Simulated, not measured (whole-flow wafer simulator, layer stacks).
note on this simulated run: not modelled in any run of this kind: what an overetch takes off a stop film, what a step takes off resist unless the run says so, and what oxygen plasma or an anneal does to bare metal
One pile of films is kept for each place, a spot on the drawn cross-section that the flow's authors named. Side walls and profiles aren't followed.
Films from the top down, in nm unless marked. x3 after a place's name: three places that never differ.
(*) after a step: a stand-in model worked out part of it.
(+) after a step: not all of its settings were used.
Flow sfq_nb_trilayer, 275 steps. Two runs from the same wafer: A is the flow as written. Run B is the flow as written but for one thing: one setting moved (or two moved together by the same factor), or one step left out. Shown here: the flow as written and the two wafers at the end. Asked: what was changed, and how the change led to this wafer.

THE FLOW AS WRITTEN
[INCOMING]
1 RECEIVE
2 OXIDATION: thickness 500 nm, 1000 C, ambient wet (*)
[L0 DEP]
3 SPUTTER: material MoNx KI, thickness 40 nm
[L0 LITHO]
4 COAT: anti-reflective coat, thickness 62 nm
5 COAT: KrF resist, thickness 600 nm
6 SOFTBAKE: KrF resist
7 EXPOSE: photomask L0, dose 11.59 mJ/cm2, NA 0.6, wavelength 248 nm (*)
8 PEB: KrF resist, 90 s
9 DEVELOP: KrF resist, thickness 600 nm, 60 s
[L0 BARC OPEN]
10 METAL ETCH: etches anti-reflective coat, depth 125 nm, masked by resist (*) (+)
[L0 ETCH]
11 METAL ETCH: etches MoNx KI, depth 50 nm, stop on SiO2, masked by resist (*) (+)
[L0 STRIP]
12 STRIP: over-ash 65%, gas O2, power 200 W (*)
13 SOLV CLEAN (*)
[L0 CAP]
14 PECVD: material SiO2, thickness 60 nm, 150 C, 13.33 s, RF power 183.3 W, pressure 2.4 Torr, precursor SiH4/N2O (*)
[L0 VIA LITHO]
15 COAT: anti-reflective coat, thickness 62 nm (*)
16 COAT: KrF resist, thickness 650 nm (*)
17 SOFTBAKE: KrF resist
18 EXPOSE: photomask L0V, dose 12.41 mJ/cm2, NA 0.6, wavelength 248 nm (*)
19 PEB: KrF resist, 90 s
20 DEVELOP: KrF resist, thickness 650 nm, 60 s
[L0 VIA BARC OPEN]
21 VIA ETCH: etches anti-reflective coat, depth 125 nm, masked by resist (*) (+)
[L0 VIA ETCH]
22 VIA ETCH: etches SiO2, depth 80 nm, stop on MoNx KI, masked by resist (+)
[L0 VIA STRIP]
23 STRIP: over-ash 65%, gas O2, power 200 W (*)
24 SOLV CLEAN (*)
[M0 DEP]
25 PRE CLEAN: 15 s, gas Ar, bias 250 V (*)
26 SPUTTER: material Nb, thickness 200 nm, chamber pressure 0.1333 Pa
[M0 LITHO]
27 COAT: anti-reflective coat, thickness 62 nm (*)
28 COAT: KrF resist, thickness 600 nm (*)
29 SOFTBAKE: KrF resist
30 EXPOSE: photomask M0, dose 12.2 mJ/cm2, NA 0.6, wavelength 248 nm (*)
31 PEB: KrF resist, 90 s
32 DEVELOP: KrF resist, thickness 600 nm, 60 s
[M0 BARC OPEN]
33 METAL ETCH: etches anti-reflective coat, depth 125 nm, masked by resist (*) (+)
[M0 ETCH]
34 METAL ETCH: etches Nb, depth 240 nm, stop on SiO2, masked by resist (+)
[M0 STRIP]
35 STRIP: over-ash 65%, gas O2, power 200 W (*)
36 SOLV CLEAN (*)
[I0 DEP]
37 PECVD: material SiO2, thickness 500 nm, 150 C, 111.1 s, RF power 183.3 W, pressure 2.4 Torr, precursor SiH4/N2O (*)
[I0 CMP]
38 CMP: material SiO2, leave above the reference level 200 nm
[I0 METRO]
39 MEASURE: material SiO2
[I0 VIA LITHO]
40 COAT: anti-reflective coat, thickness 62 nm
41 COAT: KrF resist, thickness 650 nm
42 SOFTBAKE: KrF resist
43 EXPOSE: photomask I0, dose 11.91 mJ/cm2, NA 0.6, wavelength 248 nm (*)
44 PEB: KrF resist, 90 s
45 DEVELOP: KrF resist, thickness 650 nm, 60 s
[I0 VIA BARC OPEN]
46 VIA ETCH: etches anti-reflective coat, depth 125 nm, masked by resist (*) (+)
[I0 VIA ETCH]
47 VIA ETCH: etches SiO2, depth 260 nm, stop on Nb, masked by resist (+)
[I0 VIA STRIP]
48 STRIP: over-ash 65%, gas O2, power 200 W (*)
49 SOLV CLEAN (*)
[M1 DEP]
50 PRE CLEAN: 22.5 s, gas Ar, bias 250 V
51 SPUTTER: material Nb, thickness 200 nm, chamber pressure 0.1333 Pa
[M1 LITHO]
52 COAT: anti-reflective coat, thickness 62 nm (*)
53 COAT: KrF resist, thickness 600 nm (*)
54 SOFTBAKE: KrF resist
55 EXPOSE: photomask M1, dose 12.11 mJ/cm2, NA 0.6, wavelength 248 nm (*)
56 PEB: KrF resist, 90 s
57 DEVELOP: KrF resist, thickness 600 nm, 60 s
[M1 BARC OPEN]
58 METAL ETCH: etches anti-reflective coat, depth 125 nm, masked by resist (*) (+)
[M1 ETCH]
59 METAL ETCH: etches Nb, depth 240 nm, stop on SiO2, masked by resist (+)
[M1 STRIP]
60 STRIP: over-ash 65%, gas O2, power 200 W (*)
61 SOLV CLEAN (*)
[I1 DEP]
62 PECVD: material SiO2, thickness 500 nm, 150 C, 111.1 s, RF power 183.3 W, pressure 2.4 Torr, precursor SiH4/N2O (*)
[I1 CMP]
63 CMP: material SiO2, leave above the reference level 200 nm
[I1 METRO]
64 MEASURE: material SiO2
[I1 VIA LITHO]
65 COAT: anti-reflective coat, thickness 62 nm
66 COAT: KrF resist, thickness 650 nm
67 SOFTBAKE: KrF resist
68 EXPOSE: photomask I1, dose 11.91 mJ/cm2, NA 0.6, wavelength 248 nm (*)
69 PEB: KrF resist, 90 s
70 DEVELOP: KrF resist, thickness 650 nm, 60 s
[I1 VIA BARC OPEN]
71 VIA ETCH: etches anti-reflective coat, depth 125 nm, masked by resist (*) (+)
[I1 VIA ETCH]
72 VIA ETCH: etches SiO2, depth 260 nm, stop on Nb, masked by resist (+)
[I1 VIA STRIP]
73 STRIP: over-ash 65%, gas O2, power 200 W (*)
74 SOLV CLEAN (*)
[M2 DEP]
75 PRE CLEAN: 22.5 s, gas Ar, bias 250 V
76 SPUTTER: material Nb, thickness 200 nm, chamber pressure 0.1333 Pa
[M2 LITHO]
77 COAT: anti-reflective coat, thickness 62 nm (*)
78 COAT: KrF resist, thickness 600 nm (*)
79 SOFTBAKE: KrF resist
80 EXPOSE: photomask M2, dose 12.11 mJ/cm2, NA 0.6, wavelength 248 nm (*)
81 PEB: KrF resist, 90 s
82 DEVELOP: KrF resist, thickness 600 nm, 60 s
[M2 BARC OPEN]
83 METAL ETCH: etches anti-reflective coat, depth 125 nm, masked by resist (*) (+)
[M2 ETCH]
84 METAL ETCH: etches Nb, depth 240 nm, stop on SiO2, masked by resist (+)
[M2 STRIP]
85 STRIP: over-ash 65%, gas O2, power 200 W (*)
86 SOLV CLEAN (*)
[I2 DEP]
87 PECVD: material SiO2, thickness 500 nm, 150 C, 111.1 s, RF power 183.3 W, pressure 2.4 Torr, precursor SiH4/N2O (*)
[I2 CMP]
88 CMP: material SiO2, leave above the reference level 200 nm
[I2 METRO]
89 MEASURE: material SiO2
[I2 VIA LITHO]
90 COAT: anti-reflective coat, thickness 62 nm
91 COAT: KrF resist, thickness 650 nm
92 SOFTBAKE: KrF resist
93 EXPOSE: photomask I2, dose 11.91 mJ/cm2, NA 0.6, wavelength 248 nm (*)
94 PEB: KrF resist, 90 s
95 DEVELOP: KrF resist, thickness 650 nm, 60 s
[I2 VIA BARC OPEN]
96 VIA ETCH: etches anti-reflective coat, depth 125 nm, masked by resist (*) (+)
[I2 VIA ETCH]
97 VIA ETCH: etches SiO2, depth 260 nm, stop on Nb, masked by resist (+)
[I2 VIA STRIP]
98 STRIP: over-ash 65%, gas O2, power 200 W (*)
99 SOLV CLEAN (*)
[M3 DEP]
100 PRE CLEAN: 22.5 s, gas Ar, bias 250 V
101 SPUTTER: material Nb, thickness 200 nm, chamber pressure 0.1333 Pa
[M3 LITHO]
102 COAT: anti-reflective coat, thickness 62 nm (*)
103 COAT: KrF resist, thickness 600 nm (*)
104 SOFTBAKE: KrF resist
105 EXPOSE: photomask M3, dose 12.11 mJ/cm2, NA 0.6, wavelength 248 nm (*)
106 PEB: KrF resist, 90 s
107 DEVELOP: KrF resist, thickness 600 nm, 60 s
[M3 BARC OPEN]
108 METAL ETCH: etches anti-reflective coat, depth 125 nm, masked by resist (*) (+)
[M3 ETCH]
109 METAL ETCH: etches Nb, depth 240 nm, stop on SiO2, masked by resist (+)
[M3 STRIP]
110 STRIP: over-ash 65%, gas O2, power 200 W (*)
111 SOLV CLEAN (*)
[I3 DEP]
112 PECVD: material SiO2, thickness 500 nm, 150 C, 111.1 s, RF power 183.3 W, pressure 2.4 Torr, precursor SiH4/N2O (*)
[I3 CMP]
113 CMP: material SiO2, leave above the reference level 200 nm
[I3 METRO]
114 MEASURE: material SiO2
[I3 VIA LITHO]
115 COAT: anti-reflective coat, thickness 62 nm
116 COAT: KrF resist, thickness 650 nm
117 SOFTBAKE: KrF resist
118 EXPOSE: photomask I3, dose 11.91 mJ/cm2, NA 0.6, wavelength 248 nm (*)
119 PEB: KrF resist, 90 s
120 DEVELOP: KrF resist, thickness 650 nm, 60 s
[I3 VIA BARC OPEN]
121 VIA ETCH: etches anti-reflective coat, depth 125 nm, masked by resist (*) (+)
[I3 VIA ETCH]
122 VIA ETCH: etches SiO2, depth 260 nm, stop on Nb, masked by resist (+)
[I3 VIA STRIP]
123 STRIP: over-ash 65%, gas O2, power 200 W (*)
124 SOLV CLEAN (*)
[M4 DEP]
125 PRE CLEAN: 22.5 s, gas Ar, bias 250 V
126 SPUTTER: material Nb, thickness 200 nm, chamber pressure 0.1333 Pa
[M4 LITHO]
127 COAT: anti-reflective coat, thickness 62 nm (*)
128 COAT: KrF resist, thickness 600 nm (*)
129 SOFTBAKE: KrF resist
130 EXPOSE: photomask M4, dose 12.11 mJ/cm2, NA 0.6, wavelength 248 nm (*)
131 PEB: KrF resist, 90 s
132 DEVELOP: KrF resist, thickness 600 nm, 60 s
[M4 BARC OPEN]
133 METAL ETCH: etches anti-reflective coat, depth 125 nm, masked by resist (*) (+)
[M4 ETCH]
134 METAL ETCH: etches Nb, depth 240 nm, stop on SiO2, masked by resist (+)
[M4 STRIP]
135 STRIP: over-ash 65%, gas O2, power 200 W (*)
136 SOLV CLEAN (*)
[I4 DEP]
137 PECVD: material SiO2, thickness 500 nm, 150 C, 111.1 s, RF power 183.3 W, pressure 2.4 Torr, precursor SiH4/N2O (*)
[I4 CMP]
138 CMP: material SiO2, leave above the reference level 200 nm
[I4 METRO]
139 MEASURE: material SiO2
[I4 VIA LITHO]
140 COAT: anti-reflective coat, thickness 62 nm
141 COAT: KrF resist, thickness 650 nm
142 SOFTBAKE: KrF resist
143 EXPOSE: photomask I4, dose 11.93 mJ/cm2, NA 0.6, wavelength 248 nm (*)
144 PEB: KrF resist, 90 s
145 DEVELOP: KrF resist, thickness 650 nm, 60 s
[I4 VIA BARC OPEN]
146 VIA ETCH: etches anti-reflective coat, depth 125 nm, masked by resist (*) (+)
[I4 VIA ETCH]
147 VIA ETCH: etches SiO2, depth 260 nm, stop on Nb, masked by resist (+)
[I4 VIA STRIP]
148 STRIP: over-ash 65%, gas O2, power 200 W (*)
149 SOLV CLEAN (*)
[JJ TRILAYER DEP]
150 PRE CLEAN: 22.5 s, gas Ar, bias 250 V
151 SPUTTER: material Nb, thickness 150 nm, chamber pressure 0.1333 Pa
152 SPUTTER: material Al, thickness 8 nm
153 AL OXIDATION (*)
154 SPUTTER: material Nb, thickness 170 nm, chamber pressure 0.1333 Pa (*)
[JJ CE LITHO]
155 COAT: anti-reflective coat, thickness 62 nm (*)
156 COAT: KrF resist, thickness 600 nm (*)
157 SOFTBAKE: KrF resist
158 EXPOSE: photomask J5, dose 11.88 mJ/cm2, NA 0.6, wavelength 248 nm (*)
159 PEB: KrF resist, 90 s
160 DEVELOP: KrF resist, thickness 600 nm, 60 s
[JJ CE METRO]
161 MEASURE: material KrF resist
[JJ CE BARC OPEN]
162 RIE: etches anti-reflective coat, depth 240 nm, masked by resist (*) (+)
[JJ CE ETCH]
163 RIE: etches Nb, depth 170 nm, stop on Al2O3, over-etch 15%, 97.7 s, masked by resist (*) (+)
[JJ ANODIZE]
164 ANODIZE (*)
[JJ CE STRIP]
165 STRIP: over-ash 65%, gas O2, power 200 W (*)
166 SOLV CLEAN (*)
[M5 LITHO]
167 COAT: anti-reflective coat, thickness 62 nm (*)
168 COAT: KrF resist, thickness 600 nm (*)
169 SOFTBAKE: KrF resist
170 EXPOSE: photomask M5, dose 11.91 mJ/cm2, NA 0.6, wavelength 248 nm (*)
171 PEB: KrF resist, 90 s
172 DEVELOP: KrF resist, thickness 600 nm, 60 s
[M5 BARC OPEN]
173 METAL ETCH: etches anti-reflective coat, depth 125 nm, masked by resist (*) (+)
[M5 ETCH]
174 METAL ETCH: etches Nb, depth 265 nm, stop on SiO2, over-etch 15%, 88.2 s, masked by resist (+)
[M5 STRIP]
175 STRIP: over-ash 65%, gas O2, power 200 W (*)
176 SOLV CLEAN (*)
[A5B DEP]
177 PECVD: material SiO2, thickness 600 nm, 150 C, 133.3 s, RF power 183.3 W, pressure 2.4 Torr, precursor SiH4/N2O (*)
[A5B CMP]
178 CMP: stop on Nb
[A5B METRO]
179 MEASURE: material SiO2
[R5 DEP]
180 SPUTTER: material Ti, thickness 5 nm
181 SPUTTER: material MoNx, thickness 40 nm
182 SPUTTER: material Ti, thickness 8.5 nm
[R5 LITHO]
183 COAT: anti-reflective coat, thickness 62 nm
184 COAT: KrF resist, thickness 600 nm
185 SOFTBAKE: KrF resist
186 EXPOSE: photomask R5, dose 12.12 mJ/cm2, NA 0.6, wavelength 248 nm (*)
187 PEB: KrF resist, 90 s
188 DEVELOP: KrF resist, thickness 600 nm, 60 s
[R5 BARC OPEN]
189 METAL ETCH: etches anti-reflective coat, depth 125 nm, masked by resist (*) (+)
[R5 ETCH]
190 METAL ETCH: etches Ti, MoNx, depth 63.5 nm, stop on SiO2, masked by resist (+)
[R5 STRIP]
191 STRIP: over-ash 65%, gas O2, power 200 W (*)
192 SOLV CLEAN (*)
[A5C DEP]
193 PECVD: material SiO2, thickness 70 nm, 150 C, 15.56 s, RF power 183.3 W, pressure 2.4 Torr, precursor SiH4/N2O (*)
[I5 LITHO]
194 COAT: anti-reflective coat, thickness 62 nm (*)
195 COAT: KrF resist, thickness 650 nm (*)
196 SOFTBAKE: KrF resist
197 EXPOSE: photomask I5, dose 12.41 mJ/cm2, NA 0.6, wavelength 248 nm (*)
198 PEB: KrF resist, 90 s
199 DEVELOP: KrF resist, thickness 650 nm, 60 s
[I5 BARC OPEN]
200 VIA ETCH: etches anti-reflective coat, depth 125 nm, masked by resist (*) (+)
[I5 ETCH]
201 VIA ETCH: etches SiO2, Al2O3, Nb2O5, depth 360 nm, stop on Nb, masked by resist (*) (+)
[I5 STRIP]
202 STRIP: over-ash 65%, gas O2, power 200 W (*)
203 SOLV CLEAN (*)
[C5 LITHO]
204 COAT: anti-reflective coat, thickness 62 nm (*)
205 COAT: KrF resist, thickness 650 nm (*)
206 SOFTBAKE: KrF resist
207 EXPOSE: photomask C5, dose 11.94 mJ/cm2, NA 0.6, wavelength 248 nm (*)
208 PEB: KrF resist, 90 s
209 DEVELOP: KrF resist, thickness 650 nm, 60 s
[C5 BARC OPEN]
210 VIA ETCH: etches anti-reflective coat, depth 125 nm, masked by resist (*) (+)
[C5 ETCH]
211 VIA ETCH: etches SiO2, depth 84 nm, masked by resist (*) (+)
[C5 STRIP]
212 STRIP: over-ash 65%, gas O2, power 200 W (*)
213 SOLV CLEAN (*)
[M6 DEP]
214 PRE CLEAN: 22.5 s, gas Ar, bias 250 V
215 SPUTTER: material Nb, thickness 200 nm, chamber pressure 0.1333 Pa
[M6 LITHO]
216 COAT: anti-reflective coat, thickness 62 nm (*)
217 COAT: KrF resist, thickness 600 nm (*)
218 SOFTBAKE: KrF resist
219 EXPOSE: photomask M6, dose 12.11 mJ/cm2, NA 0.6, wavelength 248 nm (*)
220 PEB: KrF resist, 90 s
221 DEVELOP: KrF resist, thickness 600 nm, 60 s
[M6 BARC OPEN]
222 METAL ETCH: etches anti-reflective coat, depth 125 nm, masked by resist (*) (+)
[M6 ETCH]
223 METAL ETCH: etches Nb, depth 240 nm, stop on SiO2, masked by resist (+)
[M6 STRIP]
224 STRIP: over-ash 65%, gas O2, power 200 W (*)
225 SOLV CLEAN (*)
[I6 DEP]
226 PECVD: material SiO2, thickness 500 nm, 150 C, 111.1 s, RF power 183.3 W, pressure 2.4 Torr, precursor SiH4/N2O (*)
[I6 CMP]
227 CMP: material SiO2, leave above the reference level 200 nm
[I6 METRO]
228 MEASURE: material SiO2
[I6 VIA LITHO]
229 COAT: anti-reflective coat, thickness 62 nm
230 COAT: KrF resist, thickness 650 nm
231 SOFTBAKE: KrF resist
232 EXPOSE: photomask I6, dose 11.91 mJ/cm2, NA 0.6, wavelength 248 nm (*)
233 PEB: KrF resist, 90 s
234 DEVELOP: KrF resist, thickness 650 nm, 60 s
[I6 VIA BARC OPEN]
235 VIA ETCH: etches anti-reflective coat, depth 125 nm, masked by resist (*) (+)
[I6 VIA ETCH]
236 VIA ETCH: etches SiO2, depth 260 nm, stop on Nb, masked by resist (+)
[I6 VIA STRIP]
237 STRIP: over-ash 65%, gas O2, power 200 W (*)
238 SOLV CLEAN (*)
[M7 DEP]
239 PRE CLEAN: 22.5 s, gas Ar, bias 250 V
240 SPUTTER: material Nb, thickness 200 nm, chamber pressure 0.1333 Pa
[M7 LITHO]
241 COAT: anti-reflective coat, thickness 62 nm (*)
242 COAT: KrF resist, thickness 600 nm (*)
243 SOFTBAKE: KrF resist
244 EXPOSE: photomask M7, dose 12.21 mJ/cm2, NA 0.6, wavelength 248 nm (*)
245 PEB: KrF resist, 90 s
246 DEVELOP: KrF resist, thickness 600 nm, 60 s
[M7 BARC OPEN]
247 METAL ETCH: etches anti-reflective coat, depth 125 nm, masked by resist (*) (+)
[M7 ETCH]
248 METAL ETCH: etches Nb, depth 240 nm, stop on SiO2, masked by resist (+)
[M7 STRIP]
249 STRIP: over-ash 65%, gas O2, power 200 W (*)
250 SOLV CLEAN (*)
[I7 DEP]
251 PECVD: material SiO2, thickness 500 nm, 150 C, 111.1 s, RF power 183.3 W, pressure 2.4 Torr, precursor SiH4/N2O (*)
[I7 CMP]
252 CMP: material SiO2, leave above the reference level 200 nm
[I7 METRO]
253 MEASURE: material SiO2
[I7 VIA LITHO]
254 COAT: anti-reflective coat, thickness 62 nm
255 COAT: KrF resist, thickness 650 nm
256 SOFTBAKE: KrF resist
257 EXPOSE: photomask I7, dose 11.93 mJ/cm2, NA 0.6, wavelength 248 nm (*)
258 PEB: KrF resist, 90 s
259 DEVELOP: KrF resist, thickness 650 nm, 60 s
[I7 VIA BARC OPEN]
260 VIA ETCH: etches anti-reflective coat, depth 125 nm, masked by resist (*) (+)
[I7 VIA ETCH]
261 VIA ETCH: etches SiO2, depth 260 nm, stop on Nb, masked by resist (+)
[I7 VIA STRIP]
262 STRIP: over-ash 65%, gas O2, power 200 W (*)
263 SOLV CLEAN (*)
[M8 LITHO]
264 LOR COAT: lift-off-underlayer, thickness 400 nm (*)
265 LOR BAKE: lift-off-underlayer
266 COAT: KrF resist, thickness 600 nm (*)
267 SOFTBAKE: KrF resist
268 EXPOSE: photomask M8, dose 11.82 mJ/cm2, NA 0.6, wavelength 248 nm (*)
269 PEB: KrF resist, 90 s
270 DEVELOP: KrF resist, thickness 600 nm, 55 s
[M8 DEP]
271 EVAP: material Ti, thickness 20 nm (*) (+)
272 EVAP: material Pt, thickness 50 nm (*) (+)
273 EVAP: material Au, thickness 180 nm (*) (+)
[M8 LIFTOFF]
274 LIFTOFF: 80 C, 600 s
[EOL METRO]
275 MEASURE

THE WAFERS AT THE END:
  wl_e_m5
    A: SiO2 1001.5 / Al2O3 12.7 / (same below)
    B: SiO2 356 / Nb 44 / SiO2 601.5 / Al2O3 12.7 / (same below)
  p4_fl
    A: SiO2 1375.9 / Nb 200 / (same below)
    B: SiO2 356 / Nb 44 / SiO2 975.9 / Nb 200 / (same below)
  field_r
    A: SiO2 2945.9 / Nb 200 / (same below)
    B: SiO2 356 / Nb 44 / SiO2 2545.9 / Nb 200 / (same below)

The cause: step 248, METAL ETCH: depth 156 nm was run, where the flow has depth 240 nm.

How the change led to this, step by step:
  248 METAL ETCH: etches Nb, depth 240 nm, stop on SiO2, masked by resist (+)
      field_l, field_r, lsp_l and 62 more: A Nb -200 (all of it) | B Nb -156
      v_sur, via_wl, via_w and 38 more: A KrF resist -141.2 | B KrF resist -91.8
  249 STRIP: over-ash 65%, gas O2, power 200 W (*)
      wl_j_sl, wl_jj, wl_j_sr and 14 more: A KrF resist -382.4 (all of it), anti-reflective coat -62 (all of it) | B KrF resist -431.8 (all of it), anti-reflective coat -62 (all of it)
      ln_m5, lsp_m: A KrF resist -381.9 (all of it), anti-reflective coat -61.8 (all of it) | B KrF resist -431.3 (all of it), anti-reflective coat -61.8 (all of it)
      (and at 22 more places)
  251 PECVD: material SiO2, thickness 500 nm, 150 C, 111.1 s, RF power 183.3 W, pressure 2.4 Torr, precursor SiH4/N2O (*)
      field_l, p4_fl, p4_fm and 56 more: A SiO2 +500 | B SiO2 +500 (new film)
      field_r, lsp_l: A SiO2 +477.7 | B SiO2 +482.6 (new film)
      (and at 4 more places)
  252 CMP: material SiO2, leave above the reference level 200 nm
      field_l, p4_fl, p4_fm and 56 more: A SiO2 -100 | B SiO2 -144
      field_r, lsp_l: A SiO2 -77.7 | B SiO2 -126.6
      (and at 2 more places)
Counting metal films that touch as one body, wl_e_m5 has 7 bodies (between them, from the top down: SiO2 601.5 / Al2O3 12.7 / Nb2O5 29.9; SiO2 192.5; SiO2 192.5; SiO2 192.5; SiO2 192.5; SiO2 192.5); the flow as written gives 6 bodies (between them, from the top down: SiO2 192.5; SiO2 192.5; SiO2 192.5; SiO2 192.5; SiO2 192.5).
Counting metal films that touch as one body, p4_fl has 3 bodies (between them, from the top down: SiO2 975.9; SiO2 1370); the flow as written gives 2 bodies (between them, from the top down: SiO2 1370).
Counting metal films that touch as one body, field_r has 2 bodies (between them, from the top down: SiO2 2545.9); the flow as written gives 1 body.
